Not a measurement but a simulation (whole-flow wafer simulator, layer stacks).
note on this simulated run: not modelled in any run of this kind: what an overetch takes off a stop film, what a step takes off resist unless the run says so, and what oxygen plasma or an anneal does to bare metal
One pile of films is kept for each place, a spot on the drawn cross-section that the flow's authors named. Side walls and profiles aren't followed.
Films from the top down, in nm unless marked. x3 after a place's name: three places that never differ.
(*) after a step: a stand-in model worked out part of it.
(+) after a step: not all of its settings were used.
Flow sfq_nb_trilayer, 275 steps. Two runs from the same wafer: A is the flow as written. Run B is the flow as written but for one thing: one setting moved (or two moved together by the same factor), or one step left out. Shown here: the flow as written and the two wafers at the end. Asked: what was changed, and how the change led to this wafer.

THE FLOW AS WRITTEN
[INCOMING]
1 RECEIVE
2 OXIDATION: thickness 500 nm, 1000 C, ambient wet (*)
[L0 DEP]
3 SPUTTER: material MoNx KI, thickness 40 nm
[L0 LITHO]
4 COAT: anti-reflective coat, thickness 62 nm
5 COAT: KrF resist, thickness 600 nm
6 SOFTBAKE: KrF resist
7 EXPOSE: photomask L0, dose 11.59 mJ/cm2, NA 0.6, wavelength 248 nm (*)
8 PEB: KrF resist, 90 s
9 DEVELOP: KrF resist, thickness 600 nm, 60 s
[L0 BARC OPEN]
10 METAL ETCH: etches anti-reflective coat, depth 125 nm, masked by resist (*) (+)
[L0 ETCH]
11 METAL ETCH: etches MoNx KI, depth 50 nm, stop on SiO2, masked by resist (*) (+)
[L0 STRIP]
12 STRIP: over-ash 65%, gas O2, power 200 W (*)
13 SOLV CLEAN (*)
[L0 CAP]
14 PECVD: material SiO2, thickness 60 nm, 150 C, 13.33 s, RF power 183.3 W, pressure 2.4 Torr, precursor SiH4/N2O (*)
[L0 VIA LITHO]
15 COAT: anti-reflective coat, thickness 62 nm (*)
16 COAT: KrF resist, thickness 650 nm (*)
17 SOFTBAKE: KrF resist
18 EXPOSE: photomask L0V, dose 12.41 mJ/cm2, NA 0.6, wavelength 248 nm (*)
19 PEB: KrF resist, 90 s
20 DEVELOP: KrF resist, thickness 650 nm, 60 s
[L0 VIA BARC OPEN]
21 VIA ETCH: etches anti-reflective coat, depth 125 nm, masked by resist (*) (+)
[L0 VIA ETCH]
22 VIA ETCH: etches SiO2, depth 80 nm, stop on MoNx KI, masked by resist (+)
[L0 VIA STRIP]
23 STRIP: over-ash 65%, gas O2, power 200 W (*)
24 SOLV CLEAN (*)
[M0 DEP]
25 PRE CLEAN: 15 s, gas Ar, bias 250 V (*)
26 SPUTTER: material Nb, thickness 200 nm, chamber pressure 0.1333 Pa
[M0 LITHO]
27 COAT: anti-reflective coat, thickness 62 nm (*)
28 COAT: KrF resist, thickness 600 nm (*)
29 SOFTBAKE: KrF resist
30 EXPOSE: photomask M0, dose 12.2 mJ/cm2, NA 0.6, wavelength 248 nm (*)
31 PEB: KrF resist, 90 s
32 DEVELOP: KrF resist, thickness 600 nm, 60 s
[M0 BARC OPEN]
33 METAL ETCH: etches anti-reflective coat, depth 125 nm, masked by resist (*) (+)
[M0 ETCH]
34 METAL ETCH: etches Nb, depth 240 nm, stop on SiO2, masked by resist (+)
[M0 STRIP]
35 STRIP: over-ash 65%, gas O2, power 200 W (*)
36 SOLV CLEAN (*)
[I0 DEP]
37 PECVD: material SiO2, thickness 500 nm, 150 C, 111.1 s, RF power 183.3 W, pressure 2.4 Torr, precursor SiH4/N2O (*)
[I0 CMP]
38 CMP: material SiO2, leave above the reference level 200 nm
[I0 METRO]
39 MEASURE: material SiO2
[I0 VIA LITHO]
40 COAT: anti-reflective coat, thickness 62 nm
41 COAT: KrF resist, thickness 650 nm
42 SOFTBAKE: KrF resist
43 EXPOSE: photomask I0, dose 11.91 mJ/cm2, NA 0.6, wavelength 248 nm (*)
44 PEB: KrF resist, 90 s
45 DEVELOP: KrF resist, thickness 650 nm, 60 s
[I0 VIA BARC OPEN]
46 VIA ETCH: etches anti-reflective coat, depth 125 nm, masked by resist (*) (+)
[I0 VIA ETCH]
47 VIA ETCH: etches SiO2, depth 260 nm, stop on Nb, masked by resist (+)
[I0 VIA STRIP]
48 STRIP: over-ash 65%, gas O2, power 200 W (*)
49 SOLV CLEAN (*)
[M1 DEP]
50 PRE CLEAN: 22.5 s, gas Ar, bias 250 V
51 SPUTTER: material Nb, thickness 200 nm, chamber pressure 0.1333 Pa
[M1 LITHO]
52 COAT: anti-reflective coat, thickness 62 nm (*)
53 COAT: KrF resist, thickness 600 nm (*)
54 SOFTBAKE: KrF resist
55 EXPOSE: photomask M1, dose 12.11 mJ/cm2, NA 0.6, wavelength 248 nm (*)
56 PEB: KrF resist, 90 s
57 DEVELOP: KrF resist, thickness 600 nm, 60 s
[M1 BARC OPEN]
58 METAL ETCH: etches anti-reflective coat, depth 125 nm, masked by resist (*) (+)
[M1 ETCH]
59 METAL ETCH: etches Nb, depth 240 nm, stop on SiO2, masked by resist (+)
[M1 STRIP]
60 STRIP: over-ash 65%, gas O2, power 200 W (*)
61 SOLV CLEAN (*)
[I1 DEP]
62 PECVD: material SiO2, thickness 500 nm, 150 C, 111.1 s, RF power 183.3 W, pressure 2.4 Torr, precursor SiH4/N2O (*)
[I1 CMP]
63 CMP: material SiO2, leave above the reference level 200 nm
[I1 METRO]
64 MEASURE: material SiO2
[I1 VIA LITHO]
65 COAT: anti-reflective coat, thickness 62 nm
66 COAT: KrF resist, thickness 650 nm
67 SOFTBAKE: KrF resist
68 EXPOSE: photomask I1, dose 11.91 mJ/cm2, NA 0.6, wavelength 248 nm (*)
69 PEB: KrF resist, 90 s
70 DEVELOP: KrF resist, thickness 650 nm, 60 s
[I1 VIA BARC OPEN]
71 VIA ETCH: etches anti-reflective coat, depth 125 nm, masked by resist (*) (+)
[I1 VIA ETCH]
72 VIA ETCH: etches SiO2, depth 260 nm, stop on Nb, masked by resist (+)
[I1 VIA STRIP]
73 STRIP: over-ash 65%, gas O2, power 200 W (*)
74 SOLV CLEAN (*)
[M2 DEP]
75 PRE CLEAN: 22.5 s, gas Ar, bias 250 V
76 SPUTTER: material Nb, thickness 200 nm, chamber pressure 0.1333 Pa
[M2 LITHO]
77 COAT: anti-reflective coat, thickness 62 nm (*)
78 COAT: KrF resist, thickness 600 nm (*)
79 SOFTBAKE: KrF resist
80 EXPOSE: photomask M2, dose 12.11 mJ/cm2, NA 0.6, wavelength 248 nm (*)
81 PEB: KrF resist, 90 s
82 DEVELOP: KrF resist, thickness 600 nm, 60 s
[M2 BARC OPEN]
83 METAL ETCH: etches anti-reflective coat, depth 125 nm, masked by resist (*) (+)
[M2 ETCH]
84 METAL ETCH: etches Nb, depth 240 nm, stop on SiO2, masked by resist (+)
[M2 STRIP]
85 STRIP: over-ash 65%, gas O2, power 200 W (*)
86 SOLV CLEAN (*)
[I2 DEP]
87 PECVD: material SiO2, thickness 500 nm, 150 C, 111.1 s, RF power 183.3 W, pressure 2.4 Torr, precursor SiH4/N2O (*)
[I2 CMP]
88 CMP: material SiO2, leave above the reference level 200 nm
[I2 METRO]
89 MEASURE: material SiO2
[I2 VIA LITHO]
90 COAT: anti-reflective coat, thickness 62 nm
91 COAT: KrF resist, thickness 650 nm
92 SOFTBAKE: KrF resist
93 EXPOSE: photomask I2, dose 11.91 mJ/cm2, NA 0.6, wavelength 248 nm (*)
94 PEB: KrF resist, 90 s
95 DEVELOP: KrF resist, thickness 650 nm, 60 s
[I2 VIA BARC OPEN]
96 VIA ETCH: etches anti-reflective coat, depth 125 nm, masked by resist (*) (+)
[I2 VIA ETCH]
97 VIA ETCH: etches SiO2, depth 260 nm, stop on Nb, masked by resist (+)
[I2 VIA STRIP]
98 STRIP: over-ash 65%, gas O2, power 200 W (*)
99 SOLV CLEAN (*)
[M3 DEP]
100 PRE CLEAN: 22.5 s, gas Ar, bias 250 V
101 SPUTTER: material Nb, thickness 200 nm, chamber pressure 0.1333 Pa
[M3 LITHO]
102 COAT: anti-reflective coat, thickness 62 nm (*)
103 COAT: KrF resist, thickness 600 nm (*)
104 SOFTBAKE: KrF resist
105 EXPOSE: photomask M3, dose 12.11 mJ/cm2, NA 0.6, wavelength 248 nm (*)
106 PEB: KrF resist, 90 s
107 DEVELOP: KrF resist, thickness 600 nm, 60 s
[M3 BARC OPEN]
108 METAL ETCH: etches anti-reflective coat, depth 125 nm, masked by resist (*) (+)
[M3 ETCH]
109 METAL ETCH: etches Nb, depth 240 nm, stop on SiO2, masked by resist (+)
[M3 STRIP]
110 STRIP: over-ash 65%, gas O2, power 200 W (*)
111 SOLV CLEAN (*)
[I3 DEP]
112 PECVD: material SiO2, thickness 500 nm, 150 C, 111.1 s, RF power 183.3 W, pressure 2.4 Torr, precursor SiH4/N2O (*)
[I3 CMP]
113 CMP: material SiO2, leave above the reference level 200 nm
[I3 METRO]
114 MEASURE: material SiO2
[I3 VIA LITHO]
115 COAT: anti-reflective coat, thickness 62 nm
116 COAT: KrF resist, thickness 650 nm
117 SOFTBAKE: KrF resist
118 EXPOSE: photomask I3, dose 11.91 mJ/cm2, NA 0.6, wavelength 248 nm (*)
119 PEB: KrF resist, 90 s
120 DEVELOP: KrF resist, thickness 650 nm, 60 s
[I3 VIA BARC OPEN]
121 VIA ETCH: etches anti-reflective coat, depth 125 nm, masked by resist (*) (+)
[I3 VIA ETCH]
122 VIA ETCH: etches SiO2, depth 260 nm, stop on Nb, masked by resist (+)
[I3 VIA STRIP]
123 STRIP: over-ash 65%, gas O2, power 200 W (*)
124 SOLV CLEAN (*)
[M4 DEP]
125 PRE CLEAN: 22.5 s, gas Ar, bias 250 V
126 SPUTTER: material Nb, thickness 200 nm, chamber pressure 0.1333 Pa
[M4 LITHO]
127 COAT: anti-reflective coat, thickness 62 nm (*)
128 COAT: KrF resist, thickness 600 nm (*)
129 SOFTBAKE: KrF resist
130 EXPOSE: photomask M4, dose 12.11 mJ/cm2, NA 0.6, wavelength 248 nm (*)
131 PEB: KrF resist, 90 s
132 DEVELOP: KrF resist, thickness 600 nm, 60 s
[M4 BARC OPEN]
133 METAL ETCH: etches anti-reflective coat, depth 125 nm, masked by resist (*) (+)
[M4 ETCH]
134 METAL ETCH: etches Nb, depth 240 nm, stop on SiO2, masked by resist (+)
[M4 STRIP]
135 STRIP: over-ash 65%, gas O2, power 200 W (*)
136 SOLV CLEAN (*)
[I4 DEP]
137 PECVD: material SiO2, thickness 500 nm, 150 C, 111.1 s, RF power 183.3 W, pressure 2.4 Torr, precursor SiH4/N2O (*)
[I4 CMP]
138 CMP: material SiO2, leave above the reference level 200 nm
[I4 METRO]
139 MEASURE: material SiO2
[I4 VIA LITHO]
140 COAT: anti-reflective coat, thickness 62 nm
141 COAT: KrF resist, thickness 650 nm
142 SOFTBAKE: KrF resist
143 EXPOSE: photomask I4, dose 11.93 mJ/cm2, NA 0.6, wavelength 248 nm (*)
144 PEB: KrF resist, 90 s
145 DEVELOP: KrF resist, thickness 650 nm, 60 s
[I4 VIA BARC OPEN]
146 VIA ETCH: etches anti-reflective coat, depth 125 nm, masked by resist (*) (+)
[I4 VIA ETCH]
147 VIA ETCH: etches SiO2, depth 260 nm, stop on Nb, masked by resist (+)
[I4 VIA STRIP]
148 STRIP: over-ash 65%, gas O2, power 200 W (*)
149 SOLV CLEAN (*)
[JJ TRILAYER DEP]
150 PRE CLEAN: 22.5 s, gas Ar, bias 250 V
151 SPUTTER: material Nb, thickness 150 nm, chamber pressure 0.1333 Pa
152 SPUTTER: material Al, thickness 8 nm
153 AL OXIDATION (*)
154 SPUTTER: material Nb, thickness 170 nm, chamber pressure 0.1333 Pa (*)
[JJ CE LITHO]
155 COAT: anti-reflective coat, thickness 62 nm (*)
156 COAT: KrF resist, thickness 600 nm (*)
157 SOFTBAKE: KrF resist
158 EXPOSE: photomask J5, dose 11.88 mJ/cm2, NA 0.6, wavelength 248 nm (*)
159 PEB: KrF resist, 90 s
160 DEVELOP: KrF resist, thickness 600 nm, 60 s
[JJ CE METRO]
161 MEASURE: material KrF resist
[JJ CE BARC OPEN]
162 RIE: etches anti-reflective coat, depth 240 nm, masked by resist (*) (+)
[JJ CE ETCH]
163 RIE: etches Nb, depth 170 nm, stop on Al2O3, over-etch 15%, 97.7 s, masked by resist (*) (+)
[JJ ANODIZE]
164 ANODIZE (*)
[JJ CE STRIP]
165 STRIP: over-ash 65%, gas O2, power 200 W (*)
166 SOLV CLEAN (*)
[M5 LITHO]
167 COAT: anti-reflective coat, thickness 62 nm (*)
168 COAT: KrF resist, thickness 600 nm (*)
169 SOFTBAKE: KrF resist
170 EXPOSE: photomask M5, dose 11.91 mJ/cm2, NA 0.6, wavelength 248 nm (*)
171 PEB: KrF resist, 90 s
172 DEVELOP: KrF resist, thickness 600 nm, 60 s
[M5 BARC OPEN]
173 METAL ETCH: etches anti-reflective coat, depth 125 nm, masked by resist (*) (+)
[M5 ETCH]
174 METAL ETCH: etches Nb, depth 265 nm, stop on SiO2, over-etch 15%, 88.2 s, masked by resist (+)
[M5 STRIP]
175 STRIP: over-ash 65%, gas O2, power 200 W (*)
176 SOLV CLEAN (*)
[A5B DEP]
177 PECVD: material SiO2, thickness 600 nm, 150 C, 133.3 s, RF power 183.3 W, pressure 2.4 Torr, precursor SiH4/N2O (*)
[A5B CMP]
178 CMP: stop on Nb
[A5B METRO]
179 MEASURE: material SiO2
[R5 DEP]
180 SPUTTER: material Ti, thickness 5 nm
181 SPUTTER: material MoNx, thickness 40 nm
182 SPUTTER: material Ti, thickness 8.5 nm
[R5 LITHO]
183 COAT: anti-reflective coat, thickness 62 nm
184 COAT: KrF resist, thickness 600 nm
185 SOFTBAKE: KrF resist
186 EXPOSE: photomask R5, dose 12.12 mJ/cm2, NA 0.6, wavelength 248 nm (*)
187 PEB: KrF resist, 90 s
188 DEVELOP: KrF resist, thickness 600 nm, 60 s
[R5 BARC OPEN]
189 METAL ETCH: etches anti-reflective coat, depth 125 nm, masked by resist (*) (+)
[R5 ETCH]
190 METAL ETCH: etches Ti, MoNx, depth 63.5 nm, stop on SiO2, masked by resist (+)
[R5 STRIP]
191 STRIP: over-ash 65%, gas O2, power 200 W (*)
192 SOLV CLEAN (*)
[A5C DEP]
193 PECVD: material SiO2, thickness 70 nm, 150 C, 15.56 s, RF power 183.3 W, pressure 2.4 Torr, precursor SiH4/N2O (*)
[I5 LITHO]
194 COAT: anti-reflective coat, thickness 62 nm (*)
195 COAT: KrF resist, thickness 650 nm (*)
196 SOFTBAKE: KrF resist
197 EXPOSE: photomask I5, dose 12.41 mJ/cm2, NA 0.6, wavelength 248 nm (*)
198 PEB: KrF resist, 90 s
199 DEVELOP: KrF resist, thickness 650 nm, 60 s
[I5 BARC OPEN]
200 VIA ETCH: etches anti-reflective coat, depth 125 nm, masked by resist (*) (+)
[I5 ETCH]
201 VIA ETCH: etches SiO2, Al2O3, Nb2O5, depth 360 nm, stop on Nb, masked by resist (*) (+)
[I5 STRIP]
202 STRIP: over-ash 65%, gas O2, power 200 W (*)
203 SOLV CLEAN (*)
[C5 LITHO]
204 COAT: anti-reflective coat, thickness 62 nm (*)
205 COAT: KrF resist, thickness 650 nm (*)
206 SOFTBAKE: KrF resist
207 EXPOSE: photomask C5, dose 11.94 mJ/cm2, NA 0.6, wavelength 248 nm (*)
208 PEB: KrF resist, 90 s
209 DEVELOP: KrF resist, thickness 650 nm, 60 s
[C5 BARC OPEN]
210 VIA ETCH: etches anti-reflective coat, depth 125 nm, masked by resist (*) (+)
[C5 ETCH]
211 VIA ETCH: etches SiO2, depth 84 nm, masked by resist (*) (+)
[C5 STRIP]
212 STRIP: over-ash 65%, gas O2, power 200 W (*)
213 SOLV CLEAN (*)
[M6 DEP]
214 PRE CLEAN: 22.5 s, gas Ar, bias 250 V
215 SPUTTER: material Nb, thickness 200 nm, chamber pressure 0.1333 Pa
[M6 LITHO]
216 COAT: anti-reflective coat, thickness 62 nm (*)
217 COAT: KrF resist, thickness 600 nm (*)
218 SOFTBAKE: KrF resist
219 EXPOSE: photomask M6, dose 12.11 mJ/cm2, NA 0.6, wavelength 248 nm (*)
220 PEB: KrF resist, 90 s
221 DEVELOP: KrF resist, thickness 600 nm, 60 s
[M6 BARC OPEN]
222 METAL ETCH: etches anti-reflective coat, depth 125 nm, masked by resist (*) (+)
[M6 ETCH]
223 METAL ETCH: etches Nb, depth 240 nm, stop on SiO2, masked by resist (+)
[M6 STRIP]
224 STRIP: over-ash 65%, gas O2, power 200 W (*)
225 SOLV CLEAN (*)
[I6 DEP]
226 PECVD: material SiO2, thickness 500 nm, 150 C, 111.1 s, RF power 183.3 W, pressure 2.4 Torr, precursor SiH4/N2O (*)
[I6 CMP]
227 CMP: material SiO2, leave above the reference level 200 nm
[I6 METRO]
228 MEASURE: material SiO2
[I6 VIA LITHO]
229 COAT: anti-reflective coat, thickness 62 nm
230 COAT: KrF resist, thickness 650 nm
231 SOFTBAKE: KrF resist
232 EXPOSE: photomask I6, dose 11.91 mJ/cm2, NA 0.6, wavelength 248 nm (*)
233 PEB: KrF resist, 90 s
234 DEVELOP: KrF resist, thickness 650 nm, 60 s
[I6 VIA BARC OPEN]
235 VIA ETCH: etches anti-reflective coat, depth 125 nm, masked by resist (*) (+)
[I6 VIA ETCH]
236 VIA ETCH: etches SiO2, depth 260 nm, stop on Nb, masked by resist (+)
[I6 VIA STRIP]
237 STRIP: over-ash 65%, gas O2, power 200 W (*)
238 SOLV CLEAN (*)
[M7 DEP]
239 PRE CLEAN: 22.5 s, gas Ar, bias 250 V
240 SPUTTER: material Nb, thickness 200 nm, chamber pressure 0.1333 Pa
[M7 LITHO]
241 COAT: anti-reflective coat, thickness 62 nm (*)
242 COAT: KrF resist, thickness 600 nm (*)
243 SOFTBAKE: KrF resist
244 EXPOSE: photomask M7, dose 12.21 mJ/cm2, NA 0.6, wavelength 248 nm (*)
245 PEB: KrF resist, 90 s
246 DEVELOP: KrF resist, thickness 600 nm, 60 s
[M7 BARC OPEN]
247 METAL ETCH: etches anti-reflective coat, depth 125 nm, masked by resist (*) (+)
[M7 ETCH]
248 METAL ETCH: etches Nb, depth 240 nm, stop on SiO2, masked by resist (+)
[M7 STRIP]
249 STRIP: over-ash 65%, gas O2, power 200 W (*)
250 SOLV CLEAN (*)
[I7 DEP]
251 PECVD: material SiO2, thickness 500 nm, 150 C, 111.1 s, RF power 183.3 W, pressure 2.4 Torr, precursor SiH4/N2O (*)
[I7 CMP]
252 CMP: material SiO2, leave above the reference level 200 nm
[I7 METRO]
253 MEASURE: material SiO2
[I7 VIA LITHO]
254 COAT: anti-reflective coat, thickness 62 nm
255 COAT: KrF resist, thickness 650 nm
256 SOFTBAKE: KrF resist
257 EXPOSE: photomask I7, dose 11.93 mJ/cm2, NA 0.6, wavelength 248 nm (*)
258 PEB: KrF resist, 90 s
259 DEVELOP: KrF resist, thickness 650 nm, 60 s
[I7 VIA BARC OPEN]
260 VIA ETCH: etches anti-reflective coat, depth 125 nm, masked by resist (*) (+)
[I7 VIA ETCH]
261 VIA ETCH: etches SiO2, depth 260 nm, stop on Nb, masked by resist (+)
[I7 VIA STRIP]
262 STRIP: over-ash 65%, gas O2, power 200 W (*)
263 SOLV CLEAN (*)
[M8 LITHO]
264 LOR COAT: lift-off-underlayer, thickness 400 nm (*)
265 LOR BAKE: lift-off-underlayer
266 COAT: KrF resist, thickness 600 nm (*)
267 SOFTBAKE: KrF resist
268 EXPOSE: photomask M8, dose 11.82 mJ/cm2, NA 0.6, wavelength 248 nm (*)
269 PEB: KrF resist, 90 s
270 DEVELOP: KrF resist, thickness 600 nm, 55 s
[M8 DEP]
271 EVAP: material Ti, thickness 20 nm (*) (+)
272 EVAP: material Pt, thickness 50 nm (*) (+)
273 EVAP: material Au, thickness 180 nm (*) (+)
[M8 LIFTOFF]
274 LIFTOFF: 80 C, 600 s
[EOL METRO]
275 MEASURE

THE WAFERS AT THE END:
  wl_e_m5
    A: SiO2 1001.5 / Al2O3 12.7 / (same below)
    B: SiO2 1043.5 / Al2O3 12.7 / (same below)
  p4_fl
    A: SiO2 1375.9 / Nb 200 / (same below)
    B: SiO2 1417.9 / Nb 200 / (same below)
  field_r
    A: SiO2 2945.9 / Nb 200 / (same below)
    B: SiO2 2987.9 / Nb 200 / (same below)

The cause: step 227, CMP: leave above the reference level 242 nm was run, where the flow has leave above the reference level 200 nm.

How the change led to this, step by step:
  227 CMP: material SiO2, leave above the reference level 200 nm
      field_l, p4_fl, p4_fm and 59 more: A SiO2 -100 | B SiO2 -58
      v_sur, via_wl, via_w and 15 more: A SiO2 -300 | B SiO2 -258
      (and at 26 more places)
  236 VIA ETCH: etches SiO2, depth 260 nm, stop on Nb, masked by resist (+)
      via_v: A SiO2 -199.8 (all of it) | B SiO2 -241.8 (all of it)
  240 SPUTTER: material Nb, thickness 200 nm, chamber pressure 0.1333 Pa
      via_v: A Nb +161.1 | B Nb +151.3
  241 COAT: anti-reflective coat, thickness 62 nm (*)
      via_v: A anti-reflective coat +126 (new film) | B anti-reflective coat +135.2 (new film)
  242 COAT: KrF resist, thickness 600 nm (*)
      via_v: A KrF resist +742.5 (new film) | B KrF resist +778 (new film)
  249 STRIP: over-ash 65%, gas O2, power 200 W (*)
      via_v: A KrF resist -524.5 (all of it), anti-reflective coat -126 (all of it) | B KrF resist -560 (all of it), anti-reflective coat -135.2 (all of it)
  251 PECVD: material SiO2, thickness 500 nm, 150 C, 111.1 s, RF power 183.3 W, pressure 2.4 Torr, precursor SiH4/N2O (*)
      via_v: A SiO2 +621 (new film) | B SiO2 +672.8 (new film)
